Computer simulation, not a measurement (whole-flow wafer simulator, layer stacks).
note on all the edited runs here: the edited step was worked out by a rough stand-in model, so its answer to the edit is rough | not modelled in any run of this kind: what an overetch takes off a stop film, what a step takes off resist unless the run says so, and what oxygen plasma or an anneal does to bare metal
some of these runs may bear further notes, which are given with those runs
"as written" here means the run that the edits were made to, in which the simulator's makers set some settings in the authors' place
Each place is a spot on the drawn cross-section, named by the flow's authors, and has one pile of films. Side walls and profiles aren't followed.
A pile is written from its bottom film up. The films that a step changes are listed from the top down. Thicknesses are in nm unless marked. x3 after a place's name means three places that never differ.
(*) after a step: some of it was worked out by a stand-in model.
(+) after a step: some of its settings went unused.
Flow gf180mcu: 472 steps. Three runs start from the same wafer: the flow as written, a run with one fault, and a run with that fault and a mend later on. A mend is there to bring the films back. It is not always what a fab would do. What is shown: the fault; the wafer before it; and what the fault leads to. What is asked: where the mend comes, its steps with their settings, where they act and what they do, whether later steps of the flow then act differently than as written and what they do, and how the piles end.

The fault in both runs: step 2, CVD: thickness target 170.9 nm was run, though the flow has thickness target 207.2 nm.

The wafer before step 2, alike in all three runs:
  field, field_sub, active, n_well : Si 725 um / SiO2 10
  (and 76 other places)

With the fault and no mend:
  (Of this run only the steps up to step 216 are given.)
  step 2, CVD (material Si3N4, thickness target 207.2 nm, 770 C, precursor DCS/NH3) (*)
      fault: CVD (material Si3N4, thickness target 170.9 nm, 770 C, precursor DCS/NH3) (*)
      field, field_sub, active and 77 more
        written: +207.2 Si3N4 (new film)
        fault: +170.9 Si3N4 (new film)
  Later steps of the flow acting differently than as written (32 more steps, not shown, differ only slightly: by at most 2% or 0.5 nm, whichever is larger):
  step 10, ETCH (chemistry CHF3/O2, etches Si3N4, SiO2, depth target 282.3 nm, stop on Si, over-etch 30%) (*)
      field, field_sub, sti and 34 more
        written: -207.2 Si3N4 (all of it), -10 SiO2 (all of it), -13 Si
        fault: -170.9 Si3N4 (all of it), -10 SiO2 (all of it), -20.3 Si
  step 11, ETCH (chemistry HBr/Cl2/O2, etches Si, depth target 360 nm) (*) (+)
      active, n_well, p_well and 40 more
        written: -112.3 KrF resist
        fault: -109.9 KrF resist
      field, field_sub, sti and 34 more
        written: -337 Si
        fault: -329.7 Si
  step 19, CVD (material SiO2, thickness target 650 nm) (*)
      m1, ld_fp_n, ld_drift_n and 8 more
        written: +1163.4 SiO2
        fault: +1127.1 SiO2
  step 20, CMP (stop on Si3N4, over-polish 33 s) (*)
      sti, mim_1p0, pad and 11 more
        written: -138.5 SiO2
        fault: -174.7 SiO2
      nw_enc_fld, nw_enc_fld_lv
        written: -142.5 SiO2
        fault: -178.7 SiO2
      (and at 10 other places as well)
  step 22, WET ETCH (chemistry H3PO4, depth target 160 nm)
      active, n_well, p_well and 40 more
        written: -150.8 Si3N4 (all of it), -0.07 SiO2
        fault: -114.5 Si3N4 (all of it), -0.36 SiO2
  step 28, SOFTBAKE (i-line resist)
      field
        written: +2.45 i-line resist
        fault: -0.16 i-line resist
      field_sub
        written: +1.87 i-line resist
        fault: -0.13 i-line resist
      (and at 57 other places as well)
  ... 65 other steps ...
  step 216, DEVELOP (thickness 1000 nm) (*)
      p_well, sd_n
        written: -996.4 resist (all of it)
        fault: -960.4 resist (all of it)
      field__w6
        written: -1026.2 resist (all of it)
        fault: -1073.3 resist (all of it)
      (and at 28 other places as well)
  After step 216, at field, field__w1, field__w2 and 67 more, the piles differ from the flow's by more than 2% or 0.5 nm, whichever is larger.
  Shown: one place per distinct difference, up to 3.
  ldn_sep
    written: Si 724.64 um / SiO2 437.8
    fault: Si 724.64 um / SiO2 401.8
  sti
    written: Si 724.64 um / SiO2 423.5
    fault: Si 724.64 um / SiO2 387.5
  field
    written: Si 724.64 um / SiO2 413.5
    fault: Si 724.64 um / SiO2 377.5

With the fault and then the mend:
  The mend stands after step 9.
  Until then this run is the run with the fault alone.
  step 9a, STRIP (chemistry O2/N2, power 2160 W, pressure 1700 mTorr) (*)
      active, n_well, p_well and 40 more
        -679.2 KrF resist (all of it)
  step 9b, CVD (material Si3N4, thickness target 36.25 nm, 770 C, precursor DCS/NH3) (*) (the flow's step 2, run once more with other settings)
      field, field_sub, active and 77 more
        +36.2 Si3N4
  step 9c, HMDS (120 C, 60 s) (the flow's step 4, run once more)
      alters no film at any place that is followed
  step 9d, COAT (KrF resist, thickness 700 nm) (the flow's step 5, run once more)
      field, field_sub, active and 77 more
        +700 KrF resist (new film)
  step 9e, SOFTBAKE (KrF resist) (the flow's step 6, run once more)
      alters no film at any place that is followed
  step 9f, EXPOSE (photomask COMP) (the flow's step 7, run once more)
      alters no film at any place that is followed
  step 9g, PEB (KrF resist, 135 C, 90 s) (the flow's step 8, run once more)
      field, field_sub, active and 77 more
        -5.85 KrF resist
  step 9h, DEVELOP (thickness 700 nm, 60 s) (the flow's step 9, run once more)
      active, n_well, p_well and 40 more
        -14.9 KrF resist
      field, field_sub, sti and 34 more
        -694.2 KrF resist (all of it)
  Every later step of the flow that is run acts as written, at every place that is followed, to within 2% or 0.5 nm, whichever is larger.
  By the end, the piles equal the flow's at every place that both follow.
